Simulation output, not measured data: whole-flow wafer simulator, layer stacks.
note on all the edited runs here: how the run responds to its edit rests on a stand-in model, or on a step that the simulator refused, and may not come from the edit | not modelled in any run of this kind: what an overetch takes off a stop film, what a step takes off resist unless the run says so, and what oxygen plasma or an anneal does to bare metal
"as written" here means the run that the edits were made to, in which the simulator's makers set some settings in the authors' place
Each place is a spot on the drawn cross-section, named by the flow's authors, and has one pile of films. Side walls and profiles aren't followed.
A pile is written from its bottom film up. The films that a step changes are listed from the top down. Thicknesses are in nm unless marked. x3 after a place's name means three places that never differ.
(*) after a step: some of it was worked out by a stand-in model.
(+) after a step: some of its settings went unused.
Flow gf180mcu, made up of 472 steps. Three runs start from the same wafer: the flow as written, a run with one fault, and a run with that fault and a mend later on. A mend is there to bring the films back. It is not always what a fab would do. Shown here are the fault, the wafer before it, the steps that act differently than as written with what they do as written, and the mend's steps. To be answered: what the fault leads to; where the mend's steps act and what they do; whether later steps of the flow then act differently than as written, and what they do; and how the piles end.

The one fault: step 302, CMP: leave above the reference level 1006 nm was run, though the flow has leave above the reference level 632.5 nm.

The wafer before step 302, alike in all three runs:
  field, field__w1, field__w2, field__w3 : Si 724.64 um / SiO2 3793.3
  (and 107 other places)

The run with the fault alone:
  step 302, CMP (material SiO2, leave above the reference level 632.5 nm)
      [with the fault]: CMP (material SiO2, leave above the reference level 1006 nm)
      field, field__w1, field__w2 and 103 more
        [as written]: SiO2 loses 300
        [with the fault]: nothing
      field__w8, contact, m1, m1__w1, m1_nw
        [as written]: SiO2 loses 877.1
        [with the fault]: SiO2 loses 503.9
  Later steps of the flow acting differently than as written (not shown: 4 more steps that differ only slightly, by at most 2% or 0.5 nm, whichever is larger):
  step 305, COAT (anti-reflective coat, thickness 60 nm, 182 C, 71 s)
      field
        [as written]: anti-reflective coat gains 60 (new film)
        [with the fault]: anti-reflective coat gains 89.3 (new film)
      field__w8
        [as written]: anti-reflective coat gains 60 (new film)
        [with the fault]: anti-reflective coat gains 22.9 (new film)
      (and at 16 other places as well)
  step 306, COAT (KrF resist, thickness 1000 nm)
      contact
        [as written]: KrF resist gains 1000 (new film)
        [with the fault]: KrF resist gains 972.2 (new film)
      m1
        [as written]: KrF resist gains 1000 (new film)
        [with the fault]: KrF resist gains 967.8 (new film)
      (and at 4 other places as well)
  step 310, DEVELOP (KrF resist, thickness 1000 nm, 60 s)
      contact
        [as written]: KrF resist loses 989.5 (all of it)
        [with the fault]: KrF resist loses 961.9 (all of it)
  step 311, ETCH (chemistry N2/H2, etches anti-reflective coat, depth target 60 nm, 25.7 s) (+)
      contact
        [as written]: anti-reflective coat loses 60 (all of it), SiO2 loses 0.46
        [with the fault]: anti-reflective coat loses 28 (all of it), SiO2 loses 1.28
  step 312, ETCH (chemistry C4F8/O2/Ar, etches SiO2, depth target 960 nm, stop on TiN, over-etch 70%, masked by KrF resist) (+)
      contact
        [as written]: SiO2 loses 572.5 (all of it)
        [with the fault]: SiO2 loses 944.8 (all of it)
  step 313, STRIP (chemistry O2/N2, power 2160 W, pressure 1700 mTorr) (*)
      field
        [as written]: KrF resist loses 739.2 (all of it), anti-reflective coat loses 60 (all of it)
        [with the fault]: KrF resist loses 726.2 (all of it), anti-reflective coat loses 89.3 (all of it)
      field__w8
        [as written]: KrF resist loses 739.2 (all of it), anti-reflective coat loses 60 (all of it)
        [with the fault]: KrF resist loses 730.4 (all of it), anti-reflective coat loses 22.9 (all of it)
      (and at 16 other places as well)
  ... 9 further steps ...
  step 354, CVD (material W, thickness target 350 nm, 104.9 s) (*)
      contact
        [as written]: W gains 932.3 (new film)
        [with the fault]: W gains 1003.3 (new film)
  At field, field__w1, field__w2 and 109 more, the piles at the end differ from the flow's by more than 2% or 0.5 nm, whichever is larger.
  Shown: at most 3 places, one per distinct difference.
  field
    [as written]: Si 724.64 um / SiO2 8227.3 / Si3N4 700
    [with the fault]: Si 724.64 um / SiO2 8597.8 / Si3N4 700
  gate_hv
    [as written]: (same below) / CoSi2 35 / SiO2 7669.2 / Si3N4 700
    [with the fault]: (same below) / CoSi2 35 / SiO2 8039.7 / Si3N4 700
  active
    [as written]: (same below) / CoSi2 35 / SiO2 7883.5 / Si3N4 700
    [with the fault]: (same below) / CoSi2 35 / SiO2 8254 / Si3N4 700

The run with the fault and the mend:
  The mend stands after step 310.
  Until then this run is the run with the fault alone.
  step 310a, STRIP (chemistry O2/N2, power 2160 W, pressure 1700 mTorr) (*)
      iso_ptap_pw, iso_ntap_nw, iso_nw_fld and 33 more
        KrF resist loses 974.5 (all of it), anti-reflective coat loses 60 (all of it)
      field_sub, field_sub__w1, field_sub__w2 and 10 more
        KrF resist loses 975.2 (all of it), anti-reflective coat loses 60.2 (all of it)
      p_well, sti, spacer, sd_n, mim_1p0, pad, dice_street
        KrF resist loses 974.6 (all of it), anti-reflective coat loses 60.6 (all of it)
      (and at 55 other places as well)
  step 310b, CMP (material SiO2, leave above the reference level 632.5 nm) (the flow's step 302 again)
      field, field__w1, field__w2 and 103 more
        SiO2 loses 300
      field__w8, contact, m1, m1__w1, m1_nw
        SiO2 loses 373.2
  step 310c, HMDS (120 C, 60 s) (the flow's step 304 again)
      does not change any film at any place that is followed
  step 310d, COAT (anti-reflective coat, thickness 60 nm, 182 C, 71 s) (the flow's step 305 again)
      field, field__w1, field__w2 and 108 more
        anti-reflective coat gains 60 (new film)
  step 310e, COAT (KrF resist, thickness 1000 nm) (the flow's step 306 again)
      field, field__w1, field__w2 and 108 more
        KrF resist gains 1000 (new film)
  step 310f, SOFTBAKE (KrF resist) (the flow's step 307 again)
      does not change any film at any place that is followed
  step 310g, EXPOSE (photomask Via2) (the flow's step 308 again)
      does not change any film at any place that is followed
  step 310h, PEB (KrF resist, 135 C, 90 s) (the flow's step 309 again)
      field, field__w1, field__w2 and 108 more
        KrF resist loses 10.5
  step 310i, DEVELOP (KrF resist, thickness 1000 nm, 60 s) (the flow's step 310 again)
      field, field__w1, field__w2 and 107 more
        KrF resist loses 14.9
      contact
        KrF resist loses 989.5 (all of it)
  Later steps of the flow that are run all act as written at every place that is followed.
  The piles end the same as the flow's at every place that both follow.
